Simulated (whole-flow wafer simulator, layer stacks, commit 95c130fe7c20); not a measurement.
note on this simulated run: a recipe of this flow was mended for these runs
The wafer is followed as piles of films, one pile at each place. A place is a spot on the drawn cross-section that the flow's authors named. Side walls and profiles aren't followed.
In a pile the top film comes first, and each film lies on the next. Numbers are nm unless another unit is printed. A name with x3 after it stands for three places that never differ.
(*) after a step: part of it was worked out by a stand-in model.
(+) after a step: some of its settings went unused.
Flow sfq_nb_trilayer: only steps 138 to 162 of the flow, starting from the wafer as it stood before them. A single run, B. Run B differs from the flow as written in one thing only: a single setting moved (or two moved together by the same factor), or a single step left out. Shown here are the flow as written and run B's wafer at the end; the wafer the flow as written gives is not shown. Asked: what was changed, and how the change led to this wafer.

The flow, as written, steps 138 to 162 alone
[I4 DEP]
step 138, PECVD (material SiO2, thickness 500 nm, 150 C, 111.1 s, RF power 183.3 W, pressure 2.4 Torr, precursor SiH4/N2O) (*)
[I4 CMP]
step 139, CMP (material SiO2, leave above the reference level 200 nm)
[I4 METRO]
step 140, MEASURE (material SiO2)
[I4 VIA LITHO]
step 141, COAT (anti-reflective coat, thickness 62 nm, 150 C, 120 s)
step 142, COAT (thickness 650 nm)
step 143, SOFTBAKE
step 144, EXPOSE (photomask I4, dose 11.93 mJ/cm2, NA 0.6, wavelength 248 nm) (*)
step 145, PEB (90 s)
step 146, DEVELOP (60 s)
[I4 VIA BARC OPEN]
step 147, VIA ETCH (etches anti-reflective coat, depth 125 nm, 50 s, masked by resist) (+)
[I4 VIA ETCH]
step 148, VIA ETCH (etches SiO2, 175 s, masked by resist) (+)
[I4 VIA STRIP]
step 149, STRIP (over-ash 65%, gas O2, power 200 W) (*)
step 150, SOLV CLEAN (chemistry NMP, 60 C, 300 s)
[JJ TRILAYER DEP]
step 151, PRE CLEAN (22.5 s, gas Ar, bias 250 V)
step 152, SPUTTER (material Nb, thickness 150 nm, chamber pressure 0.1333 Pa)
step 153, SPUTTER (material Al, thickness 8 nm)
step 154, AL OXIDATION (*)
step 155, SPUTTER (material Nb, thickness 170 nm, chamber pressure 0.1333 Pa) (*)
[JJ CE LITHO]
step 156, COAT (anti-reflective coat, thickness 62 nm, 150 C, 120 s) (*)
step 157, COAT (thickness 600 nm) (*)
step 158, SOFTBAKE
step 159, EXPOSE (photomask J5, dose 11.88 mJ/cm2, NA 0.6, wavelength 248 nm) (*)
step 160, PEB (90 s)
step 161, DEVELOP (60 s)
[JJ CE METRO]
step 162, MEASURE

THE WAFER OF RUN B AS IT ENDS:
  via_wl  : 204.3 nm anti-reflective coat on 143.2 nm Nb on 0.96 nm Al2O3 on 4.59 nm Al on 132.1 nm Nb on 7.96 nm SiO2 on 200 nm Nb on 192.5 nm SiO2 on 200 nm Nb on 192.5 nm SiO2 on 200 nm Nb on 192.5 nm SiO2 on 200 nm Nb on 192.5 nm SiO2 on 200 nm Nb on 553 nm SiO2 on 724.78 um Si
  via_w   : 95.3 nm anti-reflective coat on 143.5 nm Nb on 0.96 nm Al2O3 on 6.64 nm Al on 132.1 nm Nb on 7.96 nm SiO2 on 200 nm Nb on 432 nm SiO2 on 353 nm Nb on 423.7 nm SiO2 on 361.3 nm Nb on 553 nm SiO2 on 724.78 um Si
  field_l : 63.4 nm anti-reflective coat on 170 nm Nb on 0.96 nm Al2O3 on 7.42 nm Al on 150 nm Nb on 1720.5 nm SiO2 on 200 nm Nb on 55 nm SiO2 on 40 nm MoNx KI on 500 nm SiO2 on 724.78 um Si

Cause: step 148, VIA ETCH: 124 s was run, whereas the flow has 175 s.

How this came from the change, step by step:
  step 148, VIA ETCH (etches SiO2, 175 s, masked by resist) (+)
      via_wl, via_w, via_wr: -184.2 SiO2 (it would be, as written: -199.7 SiO2 (all of it), -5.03 Nb)
      field_l, v_sur, via_sp and 100 more: -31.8 KrF-resist-other-grade (it would be, as written: -44.8 KrF-resist-other-grade)
  step 149, STRIP (over-ash 65%, gas O2, power 200 W) (*)
      field_l, v_sur, via_sp and 100 more: -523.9 KrF-resist-other-grade (all of it), -62 anti-reflective coat (all of it) (it would be, as written: -510.8 KrF-resist-other-grade (all of it), -62 anti-reflective coat (all of it))
  step 151, PRE CLEAN (22.5 s, gas Ar, bias 250 V)
      via_wl, via_w, via_wr: -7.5 SiO2 (it would be, as written: -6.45 Nb)
  step 152, SPUTTER (material Nb, thickness 150 nm, chamber pressure 0.1333 Pa)
      via_wl, via_w, via_wr: +132.1 Nb (new film) (it would be, as written: +129.8 Nb)
  step 155, SPUTTER (material Nb, thickness 170 nm, chamber pressure 0.1333 Pa) (*)
      via_wl, via_wr: +143.2 Nb (new film) (it would be, as written: +139.9 Nb (new film))
      via_w: +143.5 Nb (new film) (it would be, as written: +140.2 Nb (new film))
  step 156, COAT (anti-reflective coat, thickness 62 nm, 150 C, 120 s) (*)
      via_wl, via_wr: +204.3 anti-reflective coat (new film) (it would be, as written: +224.3 anti-reflective coat (new film))
      via_w: +95.3 anti-reflective coat (new film) (it would be, as written: +97.3 anti-reflective coat (new film))
  step 157, COAT (thickness 600 nm) (*)
      via_w: +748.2 KrF-resist-other-grade (new film) (it would be, as written: +766.6 KrF-resist-other-grade (new film))
  step 161, DEVELOP (60 s)
      via_w: -746.6 KrF-resist-other-grade (all of it) (it would be, as written: -764.9 KrF-resist-other-grade (all of it))
Taking metal films that touch as one body, via_wl has 7 bodies (between them, from the top down: Al2O3 0.96; SiO2 7.96; SiO2 192.5; SiO2 192.5; SiO2 192.5; SiO2 192.5); the flow as written gives 6 bodies (between them, from the top down: Al2O3 0.96; SiO2 192.5; SiO2 192.5; SiO2 192.5; SiO2 192.5).
Taking metal films that touch as one body, via_w has 5 bodies (between them, from the top down: Al2O3 0.96; SiO2 7.96; SiO2 432; SiO2 423.7); the flow as written gives 4 bodies (between them, from the top down: Al2O3 0.96; SiO2 432; SiO2 423.7).
